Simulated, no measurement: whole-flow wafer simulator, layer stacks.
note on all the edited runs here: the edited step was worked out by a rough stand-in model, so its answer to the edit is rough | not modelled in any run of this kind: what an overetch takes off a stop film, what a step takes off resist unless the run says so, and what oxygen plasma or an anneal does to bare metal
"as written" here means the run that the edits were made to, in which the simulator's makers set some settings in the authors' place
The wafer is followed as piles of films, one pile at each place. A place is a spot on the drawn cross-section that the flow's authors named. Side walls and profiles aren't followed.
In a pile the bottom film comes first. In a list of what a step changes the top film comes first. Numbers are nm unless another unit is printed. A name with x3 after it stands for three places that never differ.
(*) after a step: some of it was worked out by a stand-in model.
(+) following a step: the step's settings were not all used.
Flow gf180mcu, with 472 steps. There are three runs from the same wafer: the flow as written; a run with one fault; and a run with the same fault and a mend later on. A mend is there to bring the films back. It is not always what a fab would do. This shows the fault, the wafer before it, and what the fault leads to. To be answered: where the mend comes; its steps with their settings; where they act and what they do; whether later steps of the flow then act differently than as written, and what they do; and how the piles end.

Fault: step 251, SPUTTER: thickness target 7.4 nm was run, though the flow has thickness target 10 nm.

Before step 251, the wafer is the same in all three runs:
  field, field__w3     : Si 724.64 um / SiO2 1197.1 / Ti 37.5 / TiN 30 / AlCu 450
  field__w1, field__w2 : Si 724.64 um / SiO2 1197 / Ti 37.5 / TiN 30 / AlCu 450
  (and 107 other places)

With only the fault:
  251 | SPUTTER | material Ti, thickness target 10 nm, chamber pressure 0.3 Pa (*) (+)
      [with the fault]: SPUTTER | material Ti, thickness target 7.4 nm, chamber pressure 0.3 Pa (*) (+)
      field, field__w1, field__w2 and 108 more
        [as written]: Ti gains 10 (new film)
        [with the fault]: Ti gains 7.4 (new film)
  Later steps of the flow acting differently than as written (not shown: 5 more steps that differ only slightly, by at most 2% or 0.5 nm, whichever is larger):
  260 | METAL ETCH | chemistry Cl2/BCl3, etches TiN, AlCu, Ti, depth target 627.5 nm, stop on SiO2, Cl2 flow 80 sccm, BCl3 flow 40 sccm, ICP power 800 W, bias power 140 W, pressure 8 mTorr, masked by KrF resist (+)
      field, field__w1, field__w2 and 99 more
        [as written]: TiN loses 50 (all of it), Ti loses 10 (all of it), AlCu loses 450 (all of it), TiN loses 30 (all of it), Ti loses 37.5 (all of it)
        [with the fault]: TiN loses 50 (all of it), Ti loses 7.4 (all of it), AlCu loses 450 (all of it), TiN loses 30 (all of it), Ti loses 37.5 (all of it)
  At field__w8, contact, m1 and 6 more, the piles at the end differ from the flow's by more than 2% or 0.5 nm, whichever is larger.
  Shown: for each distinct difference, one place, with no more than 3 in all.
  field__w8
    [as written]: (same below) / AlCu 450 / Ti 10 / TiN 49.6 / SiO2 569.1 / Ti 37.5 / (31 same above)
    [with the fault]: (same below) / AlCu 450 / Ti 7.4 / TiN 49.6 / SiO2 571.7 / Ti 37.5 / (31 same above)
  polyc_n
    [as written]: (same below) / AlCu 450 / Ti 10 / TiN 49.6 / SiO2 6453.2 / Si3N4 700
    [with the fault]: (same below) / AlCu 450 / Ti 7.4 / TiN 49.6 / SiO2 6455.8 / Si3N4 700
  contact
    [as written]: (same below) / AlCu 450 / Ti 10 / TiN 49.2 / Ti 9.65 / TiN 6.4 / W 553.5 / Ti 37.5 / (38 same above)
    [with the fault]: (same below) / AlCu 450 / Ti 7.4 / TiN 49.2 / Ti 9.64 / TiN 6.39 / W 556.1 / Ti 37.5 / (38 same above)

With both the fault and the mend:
  The mend follows step 251.
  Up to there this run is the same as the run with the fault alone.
  251a | SPUTTER | material Ti, thickness target 2.6 nm, chamber pressure 0.3 Pa (*) (+) (the flow's step 251 again, with other settings)
      field, field__w1, field__w2 and 108 more
        Ti gains 2.6
  None of the later steps of the flow acts differently than as written at any place that is followed.
  By the end, the piles equal the flow's at every place that both follow.
